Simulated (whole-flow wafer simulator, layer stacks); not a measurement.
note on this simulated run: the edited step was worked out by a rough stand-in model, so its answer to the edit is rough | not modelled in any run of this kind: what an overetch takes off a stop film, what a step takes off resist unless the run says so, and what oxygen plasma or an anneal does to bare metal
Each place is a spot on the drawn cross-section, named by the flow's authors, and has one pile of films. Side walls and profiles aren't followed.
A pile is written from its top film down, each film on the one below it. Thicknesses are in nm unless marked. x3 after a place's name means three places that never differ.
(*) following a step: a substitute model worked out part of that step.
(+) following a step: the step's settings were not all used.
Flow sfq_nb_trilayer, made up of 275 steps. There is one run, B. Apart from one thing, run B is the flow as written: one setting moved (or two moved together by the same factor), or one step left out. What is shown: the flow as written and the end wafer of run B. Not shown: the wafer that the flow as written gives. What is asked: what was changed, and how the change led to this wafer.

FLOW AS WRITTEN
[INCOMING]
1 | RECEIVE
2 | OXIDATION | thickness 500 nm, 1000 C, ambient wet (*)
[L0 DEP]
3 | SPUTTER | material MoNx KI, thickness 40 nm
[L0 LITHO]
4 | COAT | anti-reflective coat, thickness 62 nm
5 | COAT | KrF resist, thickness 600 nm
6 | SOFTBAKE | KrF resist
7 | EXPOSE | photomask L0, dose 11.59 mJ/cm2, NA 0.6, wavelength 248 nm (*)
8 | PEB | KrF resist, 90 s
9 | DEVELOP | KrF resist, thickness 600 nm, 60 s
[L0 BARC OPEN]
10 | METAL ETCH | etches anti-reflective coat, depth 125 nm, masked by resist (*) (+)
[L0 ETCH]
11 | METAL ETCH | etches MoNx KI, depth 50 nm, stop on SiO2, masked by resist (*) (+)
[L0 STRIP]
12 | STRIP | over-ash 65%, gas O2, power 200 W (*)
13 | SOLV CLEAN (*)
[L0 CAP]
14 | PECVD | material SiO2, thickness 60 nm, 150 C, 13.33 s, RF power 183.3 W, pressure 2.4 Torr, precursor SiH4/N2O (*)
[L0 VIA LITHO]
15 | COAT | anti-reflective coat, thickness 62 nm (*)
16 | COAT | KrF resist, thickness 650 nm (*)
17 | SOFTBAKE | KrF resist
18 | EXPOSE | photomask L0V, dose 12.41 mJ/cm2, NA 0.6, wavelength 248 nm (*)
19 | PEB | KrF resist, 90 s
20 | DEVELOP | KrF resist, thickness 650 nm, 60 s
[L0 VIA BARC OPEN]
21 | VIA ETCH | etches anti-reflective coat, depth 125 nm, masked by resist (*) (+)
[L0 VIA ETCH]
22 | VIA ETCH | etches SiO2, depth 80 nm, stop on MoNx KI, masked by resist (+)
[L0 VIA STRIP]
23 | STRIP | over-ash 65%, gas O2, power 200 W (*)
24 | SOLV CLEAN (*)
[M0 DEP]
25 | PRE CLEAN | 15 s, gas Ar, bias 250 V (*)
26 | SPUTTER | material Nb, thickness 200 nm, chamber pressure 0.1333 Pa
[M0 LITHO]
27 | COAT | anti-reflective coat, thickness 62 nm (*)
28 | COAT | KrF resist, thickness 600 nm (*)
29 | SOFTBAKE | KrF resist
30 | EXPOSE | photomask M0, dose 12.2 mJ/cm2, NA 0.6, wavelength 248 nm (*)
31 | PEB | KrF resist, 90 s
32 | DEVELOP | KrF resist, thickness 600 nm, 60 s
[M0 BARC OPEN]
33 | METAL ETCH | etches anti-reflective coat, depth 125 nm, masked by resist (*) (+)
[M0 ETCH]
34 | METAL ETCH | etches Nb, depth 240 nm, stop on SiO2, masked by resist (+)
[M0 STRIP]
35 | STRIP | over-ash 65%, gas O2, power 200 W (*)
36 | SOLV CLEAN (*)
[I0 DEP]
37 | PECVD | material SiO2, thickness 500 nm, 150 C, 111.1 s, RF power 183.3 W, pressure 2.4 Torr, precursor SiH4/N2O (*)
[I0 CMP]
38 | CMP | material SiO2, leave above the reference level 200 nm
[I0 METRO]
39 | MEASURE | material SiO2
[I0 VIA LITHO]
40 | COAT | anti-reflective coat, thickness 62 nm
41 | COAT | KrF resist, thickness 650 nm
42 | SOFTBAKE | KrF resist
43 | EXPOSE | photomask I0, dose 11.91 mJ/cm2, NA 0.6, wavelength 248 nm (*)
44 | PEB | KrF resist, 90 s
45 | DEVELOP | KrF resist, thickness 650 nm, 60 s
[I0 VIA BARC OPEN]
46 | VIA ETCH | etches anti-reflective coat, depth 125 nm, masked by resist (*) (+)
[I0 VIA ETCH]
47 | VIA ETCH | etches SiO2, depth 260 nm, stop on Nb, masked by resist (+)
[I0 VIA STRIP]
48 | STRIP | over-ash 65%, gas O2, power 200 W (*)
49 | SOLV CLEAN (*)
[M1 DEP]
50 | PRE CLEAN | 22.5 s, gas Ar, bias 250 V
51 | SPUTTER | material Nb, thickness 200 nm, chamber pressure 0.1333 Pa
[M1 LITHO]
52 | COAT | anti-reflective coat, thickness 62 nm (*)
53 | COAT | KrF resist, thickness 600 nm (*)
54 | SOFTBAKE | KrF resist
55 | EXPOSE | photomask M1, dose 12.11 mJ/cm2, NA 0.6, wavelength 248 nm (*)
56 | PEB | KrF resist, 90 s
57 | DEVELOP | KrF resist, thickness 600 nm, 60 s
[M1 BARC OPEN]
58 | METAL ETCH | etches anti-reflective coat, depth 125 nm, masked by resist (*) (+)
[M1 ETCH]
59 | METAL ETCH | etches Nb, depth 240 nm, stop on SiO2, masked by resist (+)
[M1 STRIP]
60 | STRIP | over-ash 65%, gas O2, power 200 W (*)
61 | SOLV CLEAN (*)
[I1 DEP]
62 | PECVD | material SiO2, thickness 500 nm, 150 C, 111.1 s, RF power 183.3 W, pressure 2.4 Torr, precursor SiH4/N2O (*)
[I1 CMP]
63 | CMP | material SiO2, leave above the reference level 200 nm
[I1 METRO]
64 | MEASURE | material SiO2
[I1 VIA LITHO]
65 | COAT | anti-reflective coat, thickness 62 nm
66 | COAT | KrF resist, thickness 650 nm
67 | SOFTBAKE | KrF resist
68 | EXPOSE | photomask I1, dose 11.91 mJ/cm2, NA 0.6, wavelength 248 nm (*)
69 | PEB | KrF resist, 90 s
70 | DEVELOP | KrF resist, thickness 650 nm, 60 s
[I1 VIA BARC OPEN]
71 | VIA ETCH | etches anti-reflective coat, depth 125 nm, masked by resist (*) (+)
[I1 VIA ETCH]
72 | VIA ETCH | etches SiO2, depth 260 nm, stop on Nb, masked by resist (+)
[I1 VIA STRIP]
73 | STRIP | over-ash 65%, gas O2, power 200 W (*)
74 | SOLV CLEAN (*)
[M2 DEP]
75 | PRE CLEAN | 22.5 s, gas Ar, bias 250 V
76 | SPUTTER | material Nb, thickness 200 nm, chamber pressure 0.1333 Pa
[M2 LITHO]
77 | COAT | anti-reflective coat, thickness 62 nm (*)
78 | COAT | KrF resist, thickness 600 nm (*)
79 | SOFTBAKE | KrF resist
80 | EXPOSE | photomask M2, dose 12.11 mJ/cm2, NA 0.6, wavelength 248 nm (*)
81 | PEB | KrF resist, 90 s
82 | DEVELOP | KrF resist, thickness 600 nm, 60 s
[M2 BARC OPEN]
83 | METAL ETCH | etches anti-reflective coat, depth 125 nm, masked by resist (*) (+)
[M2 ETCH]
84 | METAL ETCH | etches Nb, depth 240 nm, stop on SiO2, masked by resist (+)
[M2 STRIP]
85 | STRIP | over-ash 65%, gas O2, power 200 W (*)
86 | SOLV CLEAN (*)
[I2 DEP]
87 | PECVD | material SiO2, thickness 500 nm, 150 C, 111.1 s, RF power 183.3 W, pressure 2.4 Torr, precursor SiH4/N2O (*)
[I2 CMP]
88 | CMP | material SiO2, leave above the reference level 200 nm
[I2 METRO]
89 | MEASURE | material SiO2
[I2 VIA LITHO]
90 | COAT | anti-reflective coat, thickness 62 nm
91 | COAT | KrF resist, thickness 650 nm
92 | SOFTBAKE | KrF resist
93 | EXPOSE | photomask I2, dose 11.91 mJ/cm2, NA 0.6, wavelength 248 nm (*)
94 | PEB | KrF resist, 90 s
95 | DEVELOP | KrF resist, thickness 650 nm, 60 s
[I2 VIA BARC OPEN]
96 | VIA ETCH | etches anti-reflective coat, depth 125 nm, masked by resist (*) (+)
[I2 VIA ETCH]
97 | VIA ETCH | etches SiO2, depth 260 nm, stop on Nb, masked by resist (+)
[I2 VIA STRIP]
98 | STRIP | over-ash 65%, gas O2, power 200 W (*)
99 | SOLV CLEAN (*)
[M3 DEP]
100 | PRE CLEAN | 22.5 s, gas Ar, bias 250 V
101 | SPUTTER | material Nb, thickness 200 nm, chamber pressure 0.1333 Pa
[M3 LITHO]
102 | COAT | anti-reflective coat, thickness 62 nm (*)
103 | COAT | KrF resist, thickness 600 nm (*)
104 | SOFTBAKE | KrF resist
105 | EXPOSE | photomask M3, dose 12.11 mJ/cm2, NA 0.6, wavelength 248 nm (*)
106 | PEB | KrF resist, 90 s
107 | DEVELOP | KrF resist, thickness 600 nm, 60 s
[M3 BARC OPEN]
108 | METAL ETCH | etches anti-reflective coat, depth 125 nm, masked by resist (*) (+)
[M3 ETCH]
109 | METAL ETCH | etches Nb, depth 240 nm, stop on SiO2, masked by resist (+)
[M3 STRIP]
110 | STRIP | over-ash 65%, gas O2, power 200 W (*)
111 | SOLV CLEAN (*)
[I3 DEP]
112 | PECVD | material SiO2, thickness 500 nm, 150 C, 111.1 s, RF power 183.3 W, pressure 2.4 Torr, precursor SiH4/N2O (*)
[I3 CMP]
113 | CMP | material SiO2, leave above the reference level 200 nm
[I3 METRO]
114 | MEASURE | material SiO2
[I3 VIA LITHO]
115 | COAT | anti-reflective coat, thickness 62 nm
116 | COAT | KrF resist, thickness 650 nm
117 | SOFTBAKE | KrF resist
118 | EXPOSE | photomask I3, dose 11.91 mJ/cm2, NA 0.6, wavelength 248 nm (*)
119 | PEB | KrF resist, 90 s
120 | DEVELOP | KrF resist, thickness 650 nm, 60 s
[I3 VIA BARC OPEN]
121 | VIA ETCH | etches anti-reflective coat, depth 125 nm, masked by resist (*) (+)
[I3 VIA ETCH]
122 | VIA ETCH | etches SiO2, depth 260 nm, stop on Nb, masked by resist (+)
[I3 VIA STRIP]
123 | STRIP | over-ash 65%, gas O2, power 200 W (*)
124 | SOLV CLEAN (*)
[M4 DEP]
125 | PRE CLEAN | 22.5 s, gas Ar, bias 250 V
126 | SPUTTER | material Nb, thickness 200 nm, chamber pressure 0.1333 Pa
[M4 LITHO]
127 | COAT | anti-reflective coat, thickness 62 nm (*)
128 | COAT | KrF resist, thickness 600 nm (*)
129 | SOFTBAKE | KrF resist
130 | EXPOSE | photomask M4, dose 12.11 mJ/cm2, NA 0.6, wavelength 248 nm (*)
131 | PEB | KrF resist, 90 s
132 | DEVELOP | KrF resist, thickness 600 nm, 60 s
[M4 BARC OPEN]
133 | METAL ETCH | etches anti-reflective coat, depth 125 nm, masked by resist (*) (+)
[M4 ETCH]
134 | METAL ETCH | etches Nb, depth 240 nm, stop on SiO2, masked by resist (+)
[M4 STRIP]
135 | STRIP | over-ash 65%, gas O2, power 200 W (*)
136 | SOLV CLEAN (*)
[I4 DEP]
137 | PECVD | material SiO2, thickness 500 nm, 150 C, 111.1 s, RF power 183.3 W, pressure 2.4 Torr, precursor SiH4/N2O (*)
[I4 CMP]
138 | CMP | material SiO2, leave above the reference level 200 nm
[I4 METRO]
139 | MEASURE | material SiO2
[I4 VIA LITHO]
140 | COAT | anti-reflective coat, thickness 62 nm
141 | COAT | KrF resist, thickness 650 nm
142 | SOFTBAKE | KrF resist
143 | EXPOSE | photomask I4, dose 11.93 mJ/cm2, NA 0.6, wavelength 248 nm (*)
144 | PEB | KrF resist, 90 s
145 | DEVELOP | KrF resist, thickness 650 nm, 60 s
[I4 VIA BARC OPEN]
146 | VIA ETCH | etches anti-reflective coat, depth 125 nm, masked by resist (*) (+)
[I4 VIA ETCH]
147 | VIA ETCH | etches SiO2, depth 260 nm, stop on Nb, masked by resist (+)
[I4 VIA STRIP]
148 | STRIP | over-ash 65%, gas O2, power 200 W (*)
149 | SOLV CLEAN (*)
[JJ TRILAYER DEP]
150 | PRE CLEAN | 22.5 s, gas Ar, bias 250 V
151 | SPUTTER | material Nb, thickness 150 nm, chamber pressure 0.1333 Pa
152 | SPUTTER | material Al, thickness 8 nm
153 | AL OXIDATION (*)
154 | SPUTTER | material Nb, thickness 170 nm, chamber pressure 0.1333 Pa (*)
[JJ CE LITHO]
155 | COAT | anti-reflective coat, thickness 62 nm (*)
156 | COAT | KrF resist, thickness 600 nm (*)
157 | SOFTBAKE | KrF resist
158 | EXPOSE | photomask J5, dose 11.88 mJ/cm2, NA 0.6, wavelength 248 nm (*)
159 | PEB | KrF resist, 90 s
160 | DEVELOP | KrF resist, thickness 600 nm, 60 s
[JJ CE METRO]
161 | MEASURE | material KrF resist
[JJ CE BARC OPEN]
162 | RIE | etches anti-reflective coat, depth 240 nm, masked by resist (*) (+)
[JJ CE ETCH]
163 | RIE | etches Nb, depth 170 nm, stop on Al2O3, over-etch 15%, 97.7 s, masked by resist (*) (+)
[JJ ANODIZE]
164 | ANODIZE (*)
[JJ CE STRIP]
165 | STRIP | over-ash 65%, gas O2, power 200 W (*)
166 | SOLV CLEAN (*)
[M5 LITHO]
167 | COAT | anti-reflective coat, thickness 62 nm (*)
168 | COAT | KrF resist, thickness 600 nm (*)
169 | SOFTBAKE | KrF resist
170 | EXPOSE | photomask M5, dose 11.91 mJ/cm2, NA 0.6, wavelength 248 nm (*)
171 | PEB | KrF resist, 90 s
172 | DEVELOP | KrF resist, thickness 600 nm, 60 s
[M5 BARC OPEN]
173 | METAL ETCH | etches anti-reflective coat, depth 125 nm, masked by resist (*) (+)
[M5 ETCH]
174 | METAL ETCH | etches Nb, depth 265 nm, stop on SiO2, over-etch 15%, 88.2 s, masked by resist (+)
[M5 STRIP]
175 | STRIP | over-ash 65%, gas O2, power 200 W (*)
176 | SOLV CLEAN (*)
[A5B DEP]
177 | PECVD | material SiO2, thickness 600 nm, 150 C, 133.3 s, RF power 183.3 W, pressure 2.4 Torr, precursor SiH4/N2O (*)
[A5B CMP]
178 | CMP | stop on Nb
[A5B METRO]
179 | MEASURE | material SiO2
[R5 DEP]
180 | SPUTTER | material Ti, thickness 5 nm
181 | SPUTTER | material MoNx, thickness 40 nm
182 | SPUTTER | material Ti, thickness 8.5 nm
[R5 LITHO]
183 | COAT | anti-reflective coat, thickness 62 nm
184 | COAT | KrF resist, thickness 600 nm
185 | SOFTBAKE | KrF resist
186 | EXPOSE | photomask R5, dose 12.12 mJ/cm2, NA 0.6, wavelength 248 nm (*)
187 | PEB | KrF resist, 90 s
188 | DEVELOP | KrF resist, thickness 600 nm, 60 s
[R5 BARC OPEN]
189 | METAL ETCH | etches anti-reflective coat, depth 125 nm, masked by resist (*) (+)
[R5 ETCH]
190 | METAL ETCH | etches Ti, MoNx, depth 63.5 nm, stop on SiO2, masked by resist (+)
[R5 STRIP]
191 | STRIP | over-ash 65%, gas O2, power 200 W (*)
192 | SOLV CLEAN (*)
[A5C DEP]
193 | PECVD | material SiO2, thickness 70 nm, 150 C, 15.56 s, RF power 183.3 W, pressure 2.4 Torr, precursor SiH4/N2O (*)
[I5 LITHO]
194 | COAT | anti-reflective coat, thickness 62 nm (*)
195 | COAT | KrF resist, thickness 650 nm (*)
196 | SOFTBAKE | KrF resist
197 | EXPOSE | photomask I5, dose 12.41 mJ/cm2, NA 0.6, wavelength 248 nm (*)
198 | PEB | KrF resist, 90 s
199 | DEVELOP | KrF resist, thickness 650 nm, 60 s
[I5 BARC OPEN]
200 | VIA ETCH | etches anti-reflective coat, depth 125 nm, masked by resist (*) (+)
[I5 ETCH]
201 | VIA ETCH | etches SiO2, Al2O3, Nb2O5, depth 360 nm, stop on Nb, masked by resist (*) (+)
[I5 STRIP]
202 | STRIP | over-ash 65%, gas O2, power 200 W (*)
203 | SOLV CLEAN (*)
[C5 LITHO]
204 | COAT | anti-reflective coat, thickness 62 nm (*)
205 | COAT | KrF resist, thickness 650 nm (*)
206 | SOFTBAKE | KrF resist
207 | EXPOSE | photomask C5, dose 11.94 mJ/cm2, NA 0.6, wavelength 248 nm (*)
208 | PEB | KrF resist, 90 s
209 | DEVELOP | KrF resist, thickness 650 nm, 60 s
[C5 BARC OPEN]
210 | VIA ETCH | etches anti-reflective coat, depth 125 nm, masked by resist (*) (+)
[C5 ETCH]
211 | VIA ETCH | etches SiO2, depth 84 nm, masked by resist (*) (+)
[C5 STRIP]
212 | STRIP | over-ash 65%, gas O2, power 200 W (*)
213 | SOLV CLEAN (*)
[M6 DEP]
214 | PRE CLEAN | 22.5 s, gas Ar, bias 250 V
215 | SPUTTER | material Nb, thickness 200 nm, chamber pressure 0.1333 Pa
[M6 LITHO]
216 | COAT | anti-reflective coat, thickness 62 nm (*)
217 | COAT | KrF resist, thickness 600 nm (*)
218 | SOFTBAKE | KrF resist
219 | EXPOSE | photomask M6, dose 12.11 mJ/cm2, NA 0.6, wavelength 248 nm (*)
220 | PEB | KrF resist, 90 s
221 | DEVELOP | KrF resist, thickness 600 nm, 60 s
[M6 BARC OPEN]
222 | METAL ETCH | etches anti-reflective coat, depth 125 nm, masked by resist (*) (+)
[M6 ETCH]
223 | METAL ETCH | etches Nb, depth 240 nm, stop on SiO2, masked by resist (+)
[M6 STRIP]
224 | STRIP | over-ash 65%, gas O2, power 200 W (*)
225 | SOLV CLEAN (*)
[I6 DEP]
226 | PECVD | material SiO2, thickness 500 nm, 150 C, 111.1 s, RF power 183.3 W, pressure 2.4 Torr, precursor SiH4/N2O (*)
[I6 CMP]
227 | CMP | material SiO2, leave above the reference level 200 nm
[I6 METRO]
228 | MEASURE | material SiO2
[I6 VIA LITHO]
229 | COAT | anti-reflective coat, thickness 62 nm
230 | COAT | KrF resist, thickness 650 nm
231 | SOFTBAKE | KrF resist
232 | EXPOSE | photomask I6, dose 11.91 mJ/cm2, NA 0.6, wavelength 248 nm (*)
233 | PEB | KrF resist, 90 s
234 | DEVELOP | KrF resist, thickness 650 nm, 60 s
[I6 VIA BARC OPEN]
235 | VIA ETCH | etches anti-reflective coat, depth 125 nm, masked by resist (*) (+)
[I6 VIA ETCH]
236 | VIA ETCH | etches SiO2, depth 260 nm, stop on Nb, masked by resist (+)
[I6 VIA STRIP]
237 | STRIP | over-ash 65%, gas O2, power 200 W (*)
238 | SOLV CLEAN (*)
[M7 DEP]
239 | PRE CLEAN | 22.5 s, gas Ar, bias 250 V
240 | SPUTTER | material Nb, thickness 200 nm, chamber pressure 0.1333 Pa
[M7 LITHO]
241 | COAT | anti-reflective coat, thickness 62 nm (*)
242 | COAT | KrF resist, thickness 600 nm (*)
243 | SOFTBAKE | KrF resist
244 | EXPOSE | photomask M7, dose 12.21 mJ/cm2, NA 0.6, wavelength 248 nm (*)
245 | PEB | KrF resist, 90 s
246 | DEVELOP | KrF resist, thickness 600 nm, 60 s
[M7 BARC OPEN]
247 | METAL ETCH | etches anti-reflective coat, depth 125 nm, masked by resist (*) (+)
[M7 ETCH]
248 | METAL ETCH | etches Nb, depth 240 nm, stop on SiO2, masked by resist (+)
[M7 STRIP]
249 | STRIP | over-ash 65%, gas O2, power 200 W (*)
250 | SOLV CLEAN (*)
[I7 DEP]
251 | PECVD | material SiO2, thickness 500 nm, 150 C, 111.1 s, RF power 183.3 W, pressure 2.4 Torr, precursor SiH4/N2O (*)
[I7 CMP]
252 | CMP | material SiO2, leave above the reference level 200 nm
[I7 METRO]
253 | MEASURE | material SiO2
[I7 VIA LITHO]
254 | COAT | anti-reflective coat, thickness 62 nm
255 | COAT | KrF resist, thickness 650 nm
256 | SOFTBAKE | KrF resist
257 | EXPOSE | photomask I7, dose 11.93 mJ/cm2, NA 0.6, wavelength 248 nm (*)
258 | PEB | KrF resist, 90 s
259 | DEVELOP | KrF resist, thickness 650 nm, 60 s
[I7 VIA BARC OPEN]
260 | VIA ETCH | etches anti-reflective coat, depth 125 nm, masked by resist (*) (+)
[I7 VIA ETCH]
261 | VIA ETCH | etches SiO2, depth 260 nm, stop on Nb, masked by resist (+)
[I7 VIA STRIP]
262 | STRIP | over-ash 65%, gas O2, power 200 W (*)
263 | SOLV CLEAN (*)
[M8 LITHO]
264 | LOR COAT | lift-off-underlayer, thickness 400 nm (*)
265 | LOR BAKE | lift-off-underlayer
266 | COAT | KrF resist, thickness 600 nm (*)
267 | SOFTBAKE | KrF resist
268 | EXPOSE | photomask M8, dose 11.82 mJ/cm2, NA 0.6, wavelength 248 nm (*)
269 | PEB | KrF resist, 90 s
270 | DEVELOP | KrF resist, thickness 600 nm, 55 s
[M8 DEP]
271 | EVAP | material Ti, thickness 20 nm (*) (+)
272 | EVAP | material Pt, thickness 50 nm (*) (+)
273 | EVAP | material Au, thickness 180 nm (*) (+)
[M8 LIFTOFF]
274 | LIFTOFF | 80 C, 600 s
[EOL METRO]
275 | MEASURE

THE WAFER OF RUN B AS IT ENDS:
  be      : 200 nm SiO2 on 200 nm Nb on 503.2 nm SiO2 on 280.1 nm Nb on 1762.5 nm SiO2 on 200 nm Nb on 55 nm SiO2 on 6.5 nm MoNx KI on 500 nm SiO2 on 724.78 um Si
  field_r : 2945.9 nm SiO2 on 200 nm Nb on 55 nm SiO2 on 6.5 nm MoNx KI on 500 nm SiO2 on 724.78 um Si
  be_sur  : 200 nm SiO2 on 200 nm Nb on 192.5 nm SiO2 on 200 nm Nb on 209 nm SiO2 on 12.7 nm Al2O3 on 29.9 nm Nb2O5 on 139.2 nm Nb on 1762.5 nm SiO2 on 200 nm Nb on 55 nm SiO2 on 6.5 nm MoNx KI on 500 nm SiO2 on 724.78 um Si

The reason: step 11, METAL ETCH: depth 33.5 nm was run, while the flow as written has depth 50 nm.

Step by step, how the change led to this:
  11 | METAL ETCH | etches MoNx KI, depth 50 nm, stop on SiO2, masked by resist (*) (+)
      v_sur, via_wl, via_w and 97 more: MoNx KI loses 33.5 (it would be, as written: MoNx KI loses 40 (all of it))
      field_l, l0_sur, l0v, l0r_line_l, l0r_line_c, l0r_line_r: KrF resist loses 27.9 (it would be, as written: KrF resist loses 41.7)
  12 | STRIP | over-ash 65%, gas O2, power 200 W (*)
      field_l, l0_sur, l0v, l0r_line_l, l0r_line_c, l0r_line_r: KrF resist loses 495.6 (all of it), anti-reflective coat loses 62 (all of it) (it would be, as written: KrF resist loses 481.9 (all of it), anti-reflective coat loses 62 (all of it))
  14 | PECVD | material SiO2, thickness 60 nm, 150 C, 13.33 s, RF power 183.3 W, pressure 2.4 Torr, precursor SiH4/N2O (*)
      v_sur, via_wl, via_w and 97 more: SiO2 gains 60 (new film) (it would be, as written: SiO2 gains 60)
  15 | COAT | anti-reflective coat, thickness 62 nm (*)
      v_sur: anti-reflective coat gains 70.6 (new film) (it would be, as written: anti-reflective coat gains 72.2 (new film))
      l0r_space_c: anti-reflective coat gains 74.8 (new film) (it would be, as written: anti-reflective coat gains 77.2 (new film))
  23 | STRIP | over-ash 65%, gas O2, power 200 W (*)
      v_sur: KrF resist loses 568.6 (all of it), anti-reflective coat loses 70.6 (all of it) (it would be, as written: KrF resist loses 570.5 (all of it), anti-reflective coat loses 72.2 (all of it))
      l0r_space_c: KrF resist loses 573.9 (all of it), anti-reflective coat loses 74.8 (all of it) (it would be, as written: KrF resist loses 576.8 (all of it), anti-reflective coat loses 77.2 (all of it))
  27 | COAT | anti-reflective coat, thickness 62 nm (*)
      v_sur: anti-reflective coat gains 70.7 (new film) (it would be, as written: anti-reflective coat gains 72.3 (new film))
      l0r_space_c: anti-reflective coat gains 75.3 (new film) (it would be, as written: anti-reflective coat gains 78 (new film))
  35 | STRIP | over-ash 65%, gas O2, power 200 W (*)
      v_sur: KrF resist loses 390 (all of it), anti-reflective coat loses 70.7 (all of it) (it would be, as written: KrF resist loses 391.6 (all of it), anti-reflective coat loses 72.3 (all of it))
      l0r_space_c: KrF resist loses 395.1 (all of it), anti-reflective coat loses 75.3 (all of it) (it would be, as written: KrF resist loses 397.6 (all of it), anti-reflective coat loses 78 (all of it))
  38 | CMP | material SiO2, leave above the reference level 200 nm
      l0v: SiO2 loses 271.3 (it would be, as written: SiO2 loses 277.8)
If metal films that touch count as one body, be has 4 bodies (between them, from the top down: SiO2 503.2; SiO2 1762.5; SiO2 55); the flow as written gives 3 bodies (between them, from the top down: SiO2 503.2; SiO2 1762.5).
If metal films that touch count as one body, field_r has 2 bodies (between them, from the top down: SiO2 55); the flow as written gives 1 body.
If metal films that touch count as one body, be_sur has 5 bodies (between them, from the top down: SiO2 192.5; SiO2 209 / Al2O3 12.7 / Nb2O5 29.9; SiO2 1762.5; SiO2 55); the flow as written gives 4 bodies (between them, from the top down: SiO2 192.5; SiO2 209 / Al2O3 12.7 / Nb2O5 29.9; SiO2 1762.5).
